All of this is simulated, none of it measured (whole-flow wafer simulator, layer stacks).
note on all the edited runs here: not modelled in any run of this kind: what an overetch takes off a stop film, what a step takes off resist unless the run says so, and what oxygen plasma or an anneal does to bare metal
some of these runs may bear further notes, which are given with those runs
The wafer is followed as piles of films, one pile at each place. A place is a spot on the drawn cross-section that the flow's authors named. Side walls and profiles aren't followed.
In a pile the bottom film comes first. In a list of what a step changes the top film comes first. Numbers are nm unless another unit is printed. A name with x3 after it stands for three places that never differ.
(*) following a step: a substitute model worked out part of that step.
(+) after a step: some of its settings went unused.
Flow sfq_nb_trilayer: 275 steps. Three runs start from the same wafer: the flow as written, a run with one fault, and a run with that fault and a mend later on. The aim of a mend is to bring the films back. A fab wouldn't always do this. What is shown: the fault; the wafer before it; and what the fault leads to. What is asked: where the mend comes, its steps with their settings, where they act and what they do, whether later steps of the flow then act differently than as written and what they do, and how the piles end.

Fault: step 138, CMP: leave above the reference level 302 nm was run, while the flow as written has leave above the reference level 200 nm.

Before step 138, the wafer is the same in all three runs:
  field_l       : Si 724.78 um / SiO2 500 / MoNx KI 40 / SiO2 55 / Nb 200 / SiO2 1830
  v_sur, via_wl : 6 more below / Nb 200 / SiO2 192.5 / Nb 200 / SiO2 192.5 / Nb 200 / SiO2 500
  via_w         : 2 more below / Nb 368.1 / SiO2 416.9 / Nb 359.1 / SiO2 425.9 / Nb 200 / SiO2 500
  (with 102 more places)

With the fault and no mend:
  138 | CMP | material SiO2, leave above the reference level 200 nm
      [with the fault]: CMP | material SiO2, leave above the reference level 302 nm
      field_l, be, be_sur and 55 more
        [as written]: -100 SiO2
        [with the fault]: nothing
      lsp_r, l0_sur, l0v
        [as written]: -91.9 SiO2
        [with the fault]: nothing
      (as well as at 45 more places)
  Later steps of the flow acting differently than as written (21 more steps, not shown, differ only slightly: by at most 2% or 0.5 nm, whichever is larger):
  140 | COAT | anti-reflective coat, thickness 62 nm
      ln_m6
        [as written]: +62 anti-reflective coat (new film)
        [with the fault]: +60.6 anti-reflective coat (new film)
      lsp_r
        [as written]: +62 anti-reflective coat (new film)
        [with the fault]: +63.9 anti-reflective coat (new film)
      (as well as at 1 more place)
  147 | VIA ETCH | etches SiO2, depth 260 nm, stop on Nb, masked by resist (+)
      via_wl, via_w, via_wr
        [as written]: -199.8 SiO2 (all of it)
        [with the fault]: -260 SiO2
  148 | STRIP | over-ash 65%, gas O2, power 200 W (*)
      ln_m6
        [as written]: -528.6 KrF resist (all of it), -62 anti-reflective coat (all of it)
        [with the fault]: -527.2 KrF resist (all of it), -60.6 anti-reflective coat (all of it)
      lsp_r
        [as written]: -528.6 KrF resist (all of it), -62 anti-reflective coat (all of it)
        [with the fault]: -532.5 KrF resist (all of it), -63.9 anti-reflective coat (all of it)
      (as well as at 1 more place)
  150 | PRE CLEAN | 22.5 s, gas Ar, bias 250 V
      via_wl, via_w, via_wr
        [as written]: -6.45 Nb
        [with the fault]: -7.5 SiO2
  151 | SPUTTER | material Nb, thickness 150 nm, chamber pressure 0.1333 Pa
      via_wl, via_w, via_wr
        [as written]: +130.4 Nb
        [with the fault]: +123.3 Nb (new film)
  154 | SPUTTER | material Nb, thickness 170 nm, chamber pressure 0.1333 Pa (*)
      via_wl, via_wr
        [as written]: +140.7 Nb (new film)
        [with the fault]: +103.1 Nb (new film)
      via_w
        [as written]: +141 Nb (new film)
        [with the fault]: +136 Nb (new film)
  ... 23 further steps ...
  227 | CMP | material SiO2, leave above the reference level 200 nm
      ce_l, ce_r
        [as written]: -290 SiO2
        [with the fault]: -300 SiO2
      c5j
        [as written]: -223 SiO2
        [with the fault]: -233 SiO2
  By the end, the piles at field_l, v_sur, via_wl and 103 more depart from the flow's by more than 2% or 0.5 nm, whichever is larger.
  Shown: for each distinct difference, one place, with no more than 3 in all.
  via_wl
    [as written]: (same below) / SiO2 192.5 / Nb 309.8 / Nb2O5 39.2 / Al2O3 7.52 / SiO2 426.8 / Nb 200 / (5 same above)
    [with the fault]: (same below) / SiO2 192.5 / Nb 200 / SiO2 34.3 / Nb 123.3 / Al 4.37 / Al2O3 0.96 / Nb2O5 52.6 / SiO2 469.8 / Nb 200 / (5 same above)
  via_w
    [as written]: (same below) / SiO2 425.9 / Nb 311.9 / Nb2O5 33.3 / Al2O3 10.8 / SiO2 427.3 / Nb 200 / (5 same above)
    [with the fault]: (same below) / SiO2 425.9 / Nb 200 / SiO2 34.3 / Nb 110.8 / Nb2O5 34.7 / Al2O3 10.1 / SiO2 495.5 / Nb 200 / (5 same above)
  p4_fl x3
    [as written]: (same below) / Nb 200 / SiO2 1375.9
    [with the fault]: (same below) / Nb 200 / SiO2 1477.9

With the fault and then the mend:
  After step 139 comes the mend.
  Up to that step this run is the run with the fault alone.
  139a | CMP | material SiO2, leave above the reference level 200 nm (the flow's step 138, run once more)
      field_l, be, be_sur and 55 more
        -100 SiO2
      v_sur, via_wl, via_w and 42 more
        -102 SiO2
      lsp_r, l0_sur, l0v
        -91.9 SiO2
  None of the later steps of the flow acts differently than as written at any place that is followed.
  By the end, the piles equal the flow's at every place that both follow.
